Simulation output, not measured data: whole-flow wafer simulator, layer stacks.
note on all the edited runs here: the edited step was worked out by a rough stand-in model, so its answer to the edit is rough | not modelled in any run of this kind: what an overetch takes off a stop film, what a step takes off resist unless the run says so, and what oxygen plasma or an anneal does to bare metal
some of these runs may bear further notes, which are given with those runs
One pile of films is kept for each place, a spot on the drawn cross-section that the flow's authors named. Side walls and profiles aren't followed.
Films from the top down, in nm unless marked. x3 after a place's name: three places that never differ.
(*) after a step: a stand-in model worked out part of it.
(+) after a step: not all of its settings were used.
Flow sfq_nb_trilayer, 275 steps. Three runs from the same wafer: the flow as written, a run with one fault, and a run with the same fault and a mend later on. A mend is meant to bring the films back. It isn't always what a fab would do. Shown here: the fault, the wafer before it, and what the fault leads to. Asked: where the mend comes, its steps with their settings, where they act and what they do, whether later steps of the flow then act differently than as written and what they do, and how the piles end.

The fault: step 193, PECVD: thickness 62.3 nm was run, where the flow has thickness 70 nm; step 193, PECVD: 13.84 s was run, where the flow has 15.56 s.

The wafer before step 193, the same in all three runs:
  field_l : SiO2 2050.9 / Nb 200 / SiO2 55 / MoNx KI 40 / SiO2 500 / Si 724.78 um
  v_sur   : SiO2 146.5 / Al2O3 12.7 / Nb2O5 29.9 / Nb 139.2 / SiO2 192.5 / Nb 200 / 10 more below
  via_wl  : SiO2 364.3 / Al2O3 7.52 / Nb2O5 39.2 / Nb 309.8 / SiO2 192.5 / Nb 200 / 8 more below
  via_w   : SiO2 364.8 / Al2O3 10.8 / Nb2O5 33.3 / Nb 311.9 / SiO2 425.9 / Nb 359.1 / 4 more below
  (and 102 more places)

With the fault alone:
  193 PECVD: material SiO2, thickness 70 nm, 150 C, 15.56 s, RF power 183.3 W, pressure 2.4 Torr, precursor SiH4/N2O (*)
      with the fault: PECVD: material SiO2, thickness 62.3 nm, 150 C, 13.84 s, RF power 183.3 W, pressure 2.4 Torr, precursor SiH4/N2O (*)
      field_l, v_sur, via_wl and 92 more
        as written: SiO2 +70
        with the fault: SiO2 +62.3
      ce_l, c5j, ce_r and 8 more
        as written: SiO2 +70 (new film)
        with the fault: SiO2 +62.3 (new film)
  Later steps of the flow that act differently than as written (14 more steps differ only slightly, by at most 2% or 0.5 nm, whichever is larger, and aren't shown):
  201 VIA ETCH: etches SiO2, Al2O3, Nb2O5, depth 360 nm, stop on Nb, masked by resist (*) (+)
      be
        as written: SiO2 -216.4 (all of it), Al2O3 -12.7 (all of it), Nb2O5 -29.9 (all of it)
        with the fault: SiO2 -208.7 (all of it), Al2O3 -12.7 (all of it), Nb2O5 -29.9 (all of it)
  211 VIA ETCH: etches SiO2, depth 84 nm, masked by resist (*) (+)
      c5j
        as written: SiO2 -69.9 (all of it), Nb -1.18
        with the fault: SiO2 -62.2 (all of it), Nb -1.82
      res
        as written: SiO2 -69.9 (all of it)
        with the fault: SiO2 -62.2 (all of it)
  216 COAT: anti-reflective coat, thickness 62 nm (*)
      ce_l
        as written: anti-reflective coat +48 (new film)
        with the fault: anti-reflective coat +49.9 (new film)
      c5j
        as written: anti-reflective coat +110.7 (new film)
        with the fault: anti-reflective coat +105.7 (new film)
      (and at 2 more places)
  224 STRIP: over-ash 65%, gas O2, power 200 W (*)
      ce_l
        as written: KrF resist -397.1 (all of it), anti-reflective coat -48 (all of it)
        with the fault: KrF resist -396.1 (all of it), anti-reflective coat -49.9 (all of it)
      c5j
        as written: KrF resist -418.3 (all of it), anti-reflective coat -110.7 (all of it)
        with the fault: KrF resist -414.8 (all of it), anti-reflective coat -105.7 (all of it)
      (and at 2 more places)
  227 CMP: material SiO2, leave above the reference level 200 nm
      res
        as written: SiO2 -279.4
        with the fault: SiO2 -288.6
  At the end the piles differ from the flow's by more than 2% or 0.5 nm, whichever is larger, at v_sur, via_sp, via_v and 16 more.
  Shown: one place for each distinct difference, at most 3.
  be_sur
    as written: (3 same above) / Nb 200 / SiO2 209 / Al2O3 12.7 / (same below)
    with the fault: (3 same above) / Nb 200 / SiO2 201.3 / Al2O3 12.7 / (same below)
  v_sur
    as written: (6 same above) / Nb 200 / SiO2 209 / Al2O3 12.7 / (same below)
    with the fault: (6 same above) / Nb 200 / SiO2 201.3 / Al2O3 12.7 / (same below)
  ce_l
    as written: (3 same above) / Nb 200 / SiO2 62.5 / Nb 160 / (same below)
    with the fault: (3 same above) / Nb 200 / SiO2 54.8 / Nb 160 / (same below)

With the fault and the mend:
  The mend comes after step 193.
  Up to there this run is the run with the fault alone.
  193a PECVD: material SiO2, thickness 7.7 nm, 150 C, 1.711 s, RF power 183.3 W, pressure 2.4 Torr, precursor SiH4/N2O (the flow's step 193 once more, with other settings)
      field_l, v_sur, via_wl and 103 more
        SiO2 +7.7
  No later step of the flow acts differently than as written, at any place that is followed, by more than 2% or 0.5 nm, whichever is larger.
  At the end the piles differ from the flow's only slightly at the places that both follow, by at most 2% or 0.5 nm, whichever is larger.
